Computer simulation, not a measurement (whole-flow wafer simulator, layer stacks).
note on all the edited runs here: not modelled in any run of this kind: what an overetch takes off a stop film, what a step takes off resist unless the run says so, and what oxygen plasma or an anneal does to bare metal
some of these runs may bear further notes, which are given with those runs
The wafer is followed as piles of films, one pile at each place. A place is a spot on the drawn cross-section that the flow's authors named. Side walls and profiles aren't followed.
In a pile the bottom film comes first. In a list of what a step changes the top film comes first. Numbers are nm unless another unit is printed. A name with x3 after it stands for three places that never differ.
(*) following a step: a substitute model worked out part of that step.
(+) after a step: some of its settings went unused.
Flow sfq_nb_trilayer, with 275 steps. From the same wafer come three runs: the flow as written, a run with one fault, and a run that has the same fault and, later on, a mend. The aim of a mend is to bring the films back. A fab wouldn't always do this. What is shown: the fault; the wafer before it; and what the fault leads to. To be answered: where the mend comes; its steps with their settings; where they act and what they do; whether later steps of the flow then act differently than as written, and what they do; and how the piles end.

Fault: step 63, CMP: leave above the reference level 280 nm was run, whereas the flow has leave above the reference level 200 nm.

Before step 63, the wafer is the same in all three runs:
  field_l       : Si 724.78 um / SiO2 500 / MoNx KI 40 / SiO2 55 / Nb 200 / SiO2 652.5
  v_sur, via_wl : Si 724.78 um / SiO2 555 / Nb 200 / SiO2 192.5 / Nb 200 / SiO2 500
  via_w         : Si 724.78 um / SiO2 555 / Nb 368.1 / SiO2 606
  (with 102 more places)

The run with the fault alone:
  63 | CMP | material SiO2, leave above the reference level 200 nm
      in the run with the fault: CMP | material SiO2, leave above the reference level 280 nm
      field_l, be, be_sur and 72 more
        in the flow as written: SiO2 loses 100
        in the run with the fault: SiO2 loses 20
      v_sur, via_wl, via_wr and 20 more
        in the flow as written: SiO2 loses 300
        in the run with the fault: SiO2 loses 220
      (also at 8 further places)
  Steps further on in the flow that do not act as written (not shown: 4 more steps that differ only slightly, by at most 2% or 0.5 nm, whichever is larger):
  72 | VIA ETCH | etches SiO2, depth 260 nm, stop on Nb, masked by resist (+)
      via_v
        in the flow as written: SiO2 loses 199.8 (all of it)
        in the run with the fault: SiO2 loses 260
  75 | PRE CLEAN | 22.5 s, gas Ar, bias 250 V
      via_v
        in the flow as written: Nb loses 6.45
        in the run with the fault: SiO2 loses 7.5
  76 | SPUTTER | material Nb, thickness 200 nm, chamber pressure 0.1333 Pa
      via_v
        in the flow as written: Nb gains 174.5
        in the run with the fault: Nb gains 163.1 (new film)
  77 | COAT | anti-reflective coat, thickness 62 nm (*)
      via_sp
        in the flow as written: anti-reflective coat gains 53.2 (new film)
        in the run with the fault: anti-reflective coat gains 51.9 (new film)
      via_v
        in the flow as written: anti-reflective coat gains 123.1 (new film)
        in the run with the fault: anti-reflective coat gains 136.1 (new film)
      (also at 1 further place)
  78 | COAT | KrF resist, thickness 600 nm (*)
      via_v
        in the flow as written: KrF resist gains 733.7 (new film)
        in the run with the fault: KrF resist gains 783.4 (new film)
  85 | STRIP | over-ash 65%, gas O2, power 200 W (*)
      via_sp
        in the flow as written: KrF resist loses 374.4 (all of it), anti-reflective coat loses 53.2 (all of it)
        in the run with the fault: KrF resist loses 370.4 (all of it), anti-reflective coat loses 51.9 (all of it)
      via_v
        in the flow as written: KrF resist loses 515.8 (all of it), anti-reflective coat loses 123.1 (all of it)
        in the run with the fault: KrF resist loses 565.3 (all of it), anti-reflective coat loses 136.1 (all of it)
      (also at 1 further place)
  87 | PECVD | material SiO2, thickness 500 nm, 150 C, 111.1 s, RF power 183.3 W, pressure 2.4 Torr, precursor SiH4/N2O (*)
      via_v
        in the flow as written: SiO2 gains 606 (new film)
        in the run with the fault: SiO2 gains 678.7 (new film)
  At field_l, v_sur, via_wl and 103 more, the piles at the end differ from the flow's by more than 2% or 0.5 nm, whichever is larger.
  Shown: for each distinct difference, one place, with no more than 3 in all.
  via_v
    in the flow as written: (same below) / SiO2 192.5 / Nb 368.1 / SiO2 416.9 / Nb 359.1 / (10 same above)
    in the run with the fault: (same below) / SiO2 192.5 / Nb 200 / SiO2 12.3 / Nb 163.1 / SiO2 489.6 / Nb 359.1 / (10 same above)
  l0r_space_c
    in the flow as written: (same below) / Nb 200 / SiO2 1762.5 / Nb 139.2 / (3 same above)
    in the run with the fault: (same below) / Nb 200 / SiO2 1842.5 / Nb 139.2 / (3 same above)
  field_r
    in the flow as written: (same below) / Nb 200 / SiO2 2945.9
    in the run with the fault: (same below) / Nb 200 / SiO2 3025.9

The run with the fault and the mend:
  The mend follows step 70.
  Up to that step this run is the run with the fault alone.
  70a | STRIP | over-ash 65%, gas O2, power 200 W (*)
      field_l, v_sur, via_wl and 102 more
        KrF resist loses 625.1 (all of it), anti-reflective coat loses 62 (all of it)
      via_v
        anti-reflective coat loses 62 (all of it)
  70b | CMP | material SiO2, leave above the reference level 200 nm (a further turn of the flow's step 63)
      field_l, v_sur, via_wl and 103 more
        SiO2 loses 80
  70c | COAT | anti-reflective coat, thickness 62 nm (a further turn of the flow's step 65)
      field_l, v_sur, via_wl and 103 more
        anti-reflective coat gains 62 (new film)
  70d | COAT | KrF resist, thickness 650 nm (a further turn of the flow's step 66)
      field_l, v_sur, via_wl and 103 more
        KrF resist gains 650 (new film)
  70e | SOFTBAKE | KrF resist (a further turn of the flow's step 67)
      leaves every film unchanged at each place that is followed
  70f | EXPOSE | photomask I1, dose 11.91 mJ/cm2, NA 0.6, wavelength 248 nm (*) (a further turn of the flow's step 68)
      leaves every film unchanged at each place that is followed
  70g | PEB | KrF resist, 90 s (a further turn of the flow's step 69)
      field_l, v_sur, via_wl and 103 more
        KrF resist loses 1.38
  70h | DEVELOP | KrF resist, thickness 650 nm, 60 s (a further turn of the flow's step 70)
      field_l, v_sur, via_wl and 102 more
        KrF resist loses 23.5
      via_v
        KrF resist loses 648.6 (all of it)
  Every later step of the flow that is run acts as written at every place that is followed.
  The piles end the same as the flow's at every place that both follow.
